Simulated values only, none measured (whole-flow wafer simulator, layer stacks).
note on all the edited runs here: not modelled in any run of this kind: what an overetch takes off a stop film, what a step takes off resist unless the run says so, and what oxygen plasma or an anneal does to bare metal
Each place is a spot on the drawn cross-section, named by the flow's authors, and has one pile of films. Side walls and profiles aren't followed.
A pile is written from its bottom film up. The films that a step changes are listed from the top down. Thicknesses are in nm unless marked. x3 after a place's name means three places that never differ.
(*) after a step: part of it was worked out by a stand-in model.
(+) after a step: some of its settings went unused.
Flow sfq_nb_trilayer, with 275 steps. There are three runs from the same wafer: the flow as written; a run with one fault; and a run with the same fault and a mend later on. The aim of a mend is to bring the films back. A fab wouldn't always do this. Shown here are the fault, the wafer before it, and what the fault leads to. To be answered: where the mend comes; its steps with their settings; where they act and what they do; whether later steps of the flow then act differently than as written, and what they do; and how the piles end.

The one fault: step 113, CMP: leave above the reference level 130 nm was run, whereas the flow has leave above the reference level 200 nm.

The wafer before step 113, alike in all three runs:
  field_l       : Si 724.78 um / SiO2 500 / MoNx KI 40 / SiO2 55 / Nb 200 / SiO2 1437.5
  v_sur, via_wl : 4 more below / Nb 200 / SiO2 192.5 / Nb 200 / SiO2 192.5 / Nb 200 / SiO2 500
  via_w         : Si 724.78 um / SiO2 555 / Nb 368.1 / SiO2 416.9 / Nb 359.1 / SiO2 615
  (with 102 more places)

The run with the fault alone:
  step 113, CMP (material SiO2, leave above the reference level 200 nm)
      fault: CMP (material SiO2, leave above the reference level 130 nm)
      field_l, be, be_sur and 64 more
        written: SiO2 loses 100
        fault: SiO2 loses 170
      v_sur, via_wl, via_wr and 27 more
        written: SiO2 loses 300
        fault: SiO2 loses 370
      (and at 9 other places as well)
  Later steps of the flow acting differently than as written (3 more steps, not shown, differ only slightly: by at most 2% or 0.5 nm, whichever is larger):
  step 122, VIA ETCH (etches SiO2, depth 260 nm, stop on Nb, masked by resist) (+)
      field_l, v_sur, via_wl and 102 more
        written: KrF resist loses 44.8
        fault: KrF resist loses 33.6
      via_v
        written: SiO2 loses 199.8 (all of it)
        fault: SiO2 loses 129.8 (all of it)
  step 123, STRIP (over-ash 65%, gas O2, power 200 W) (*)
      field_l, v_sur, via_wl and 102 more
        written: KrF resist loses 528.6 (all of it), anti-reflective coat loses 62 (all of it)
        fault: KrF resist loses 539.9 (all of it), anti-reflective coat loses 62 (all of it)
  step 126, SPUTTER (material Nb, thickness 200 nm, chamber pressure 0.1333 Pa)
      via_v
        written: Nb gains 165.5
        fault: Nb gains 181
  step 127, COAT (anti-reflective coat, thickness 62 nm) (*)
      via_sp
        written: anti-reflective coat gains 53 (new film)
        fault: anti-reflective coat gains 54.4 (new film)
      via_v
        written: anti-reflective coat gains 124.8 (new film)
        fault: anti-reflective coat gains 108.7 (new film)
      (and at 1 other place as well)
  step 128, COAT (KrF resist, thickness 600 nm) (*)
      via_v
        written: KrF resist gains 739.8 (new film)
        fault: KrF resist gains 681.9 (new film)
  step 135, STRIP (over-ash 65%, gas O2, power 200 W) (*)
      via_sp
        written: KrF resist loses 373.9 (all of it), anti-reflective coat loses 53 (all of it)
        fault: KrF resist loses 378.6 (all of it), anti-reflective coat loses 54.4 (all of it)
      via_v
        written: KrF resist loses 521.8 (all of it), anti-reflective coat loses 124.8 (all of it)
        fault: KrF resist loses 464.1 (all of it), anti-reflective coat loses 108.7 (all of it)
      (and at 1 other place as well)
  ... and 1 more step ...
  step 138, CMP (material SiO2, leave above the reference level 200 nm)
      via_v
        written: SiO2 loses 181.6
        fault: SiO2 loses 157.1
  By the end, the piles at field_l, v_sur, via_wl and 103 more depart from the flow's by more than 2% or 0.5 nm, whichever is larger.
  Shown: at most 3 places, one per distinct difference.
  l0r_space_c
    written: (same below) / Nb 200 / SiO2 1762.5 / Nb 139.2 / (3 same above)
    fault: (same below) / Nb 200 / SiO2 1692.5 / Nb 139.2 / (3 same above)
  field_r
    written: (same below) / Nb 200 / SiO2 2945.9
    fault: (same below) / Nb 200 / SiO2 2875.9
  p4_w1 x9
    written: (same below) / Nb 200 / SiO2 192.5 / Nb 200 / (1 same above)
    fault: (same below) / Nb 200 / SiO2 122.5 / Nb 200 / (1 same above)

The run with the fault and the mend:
  The mend follows step 120.
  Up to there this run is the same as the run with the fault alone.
  step 120a, STRIP (over-ash 65%, gas O2, power 200 W) (*)
      field_l, v_sur, via_wl and 102 more
        KrF resist loses 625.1 (all of it), anti-reflective coat loses 62 (all of it)
      via_v
        anti-reflective coat loses 62 (all of it)
  step 120b, PECVD (material SiO2, thickness 70 nm, 150 C, 15.56 s, RF power 183.3 W, pressure 2.4 Torr, precursor SiH4/N2O) (a further turn of the flow's step 112, with different settings)
      field_l, v_sur, via_wl and 103 more
        SiO2 gains 70
  step 120c, COAT (anti-reflective coat, thickness 62 nm) (a further turn of the flow's step 115)
      field_l, v_sur, via_wl and 103 more
        anti-reflective coat gains 62 (new film)
  step 120d, COAT (KrF resist, thickness 650 nm) (a further turn of the flow's step 116)
      field_l, v_sur, via_wl and 103 more
        KrF resist gains 650 (new film)
  step 120e, SOFTBAKE (KrF resist) (a further turn of the flow's step 117)
      does not change any film at any place that is followed
  step 120f, EXPOSE (photomask I3, dose 11.91 mJ/cm2, NA 0.6, wavelength 248 nm) (*) (a further turn of the flow's step 118)
      does not change any film at any place that is followed
  step 120g, PEB (KrF resist, 90 s) (a further turn of the flow's step 119)
      field_l, v_sur, via_wl and 103 more
        KrF resist loses 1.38
  step 120h, DEVELOP (KrF resist, thickness 650 nm, 60 s) (a further turn of the flow's step 120)
      field_l, v_sur, via_wl and 102 more
        KrF resist loses 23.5
      via_v
        KrF resist loses 648.6 (all of it)
  None of the later steps of the flow acts differently than as written at any place that is followed.
  At every place that both follow, the piles at the end match the flow's.
